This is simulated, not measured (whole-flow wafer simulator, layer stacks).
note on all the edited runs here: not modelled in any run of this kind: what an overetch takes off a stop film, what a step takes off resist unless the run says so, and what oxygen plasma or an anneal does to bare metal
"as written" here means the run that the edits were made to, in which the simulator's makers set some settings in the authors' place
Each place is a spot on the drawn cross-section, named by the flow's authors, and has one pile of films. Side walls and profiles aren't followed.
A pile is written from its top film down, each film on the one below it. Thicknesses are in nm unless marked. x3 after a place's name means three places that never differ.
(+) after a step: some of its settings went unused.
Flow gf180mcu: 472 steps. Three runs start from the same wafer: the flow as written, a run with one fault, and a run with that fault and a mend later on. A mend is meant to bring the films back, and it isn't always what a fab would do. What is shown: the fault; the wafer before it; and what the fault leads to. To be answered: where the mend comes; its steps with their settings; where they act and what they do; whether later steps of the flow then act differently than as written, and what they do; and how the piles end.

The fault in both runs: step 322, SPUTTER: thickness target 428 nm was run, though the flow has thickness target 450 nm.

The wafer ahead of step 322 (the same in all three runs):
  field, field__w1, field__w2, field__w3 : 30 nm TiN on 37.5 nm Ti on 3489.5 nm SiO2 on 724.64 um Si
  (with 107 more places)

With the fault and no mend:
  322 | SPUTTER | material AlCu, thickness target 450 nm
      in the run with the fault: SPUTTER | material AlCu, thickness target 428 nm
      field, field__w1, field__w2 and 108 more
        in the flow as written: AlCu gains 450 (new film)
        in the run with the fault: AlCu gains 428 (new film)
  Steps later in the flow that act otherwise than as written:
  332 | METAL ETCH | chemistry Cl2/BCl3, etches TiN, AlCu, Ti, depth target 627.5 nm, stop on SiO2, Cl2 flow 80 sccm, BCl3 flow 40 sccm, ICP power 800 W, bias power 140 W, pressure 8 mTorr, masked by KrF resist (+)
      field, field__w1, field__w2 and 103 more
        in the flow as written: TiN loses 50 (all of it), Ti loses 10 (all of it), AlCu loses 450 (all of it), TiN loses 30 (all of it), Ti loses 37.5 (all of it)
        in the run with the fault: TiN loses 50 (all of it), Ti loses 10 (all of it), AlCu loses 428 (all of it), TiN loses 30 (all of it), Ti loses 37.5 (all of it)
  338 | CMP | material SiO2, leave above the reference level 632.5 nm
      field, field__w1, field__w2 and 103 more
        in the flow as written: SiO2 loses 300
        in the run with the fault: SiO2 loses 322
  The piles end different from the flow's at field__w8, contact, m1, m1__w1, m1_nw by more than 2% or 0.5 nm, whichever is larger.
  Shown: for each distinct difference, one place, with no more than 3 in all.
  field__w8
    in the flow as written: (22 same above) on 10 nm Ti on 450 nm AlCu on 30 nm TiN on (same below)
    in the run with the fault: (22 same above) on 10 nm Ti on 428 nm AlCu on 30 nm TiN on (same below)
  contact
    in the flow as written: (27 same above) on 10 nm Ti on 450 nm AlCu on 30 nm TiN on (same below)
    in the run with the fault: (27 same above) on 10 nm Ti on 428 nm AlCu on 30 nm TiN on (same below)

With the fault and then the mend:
  After step 322 comes the mend.
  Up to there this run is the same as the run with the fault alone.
  322a | SPUTTER | material AlCu, thickness target 22 nm (the flow's step 322, run once more with other settings)
      field, field__w1, field__w2 and 108 more
        AlCu gains 22
  Later steps of the flow that are run all act as written at every place that is followed.
  At every place that both follow, the piles at the end match the flow's.
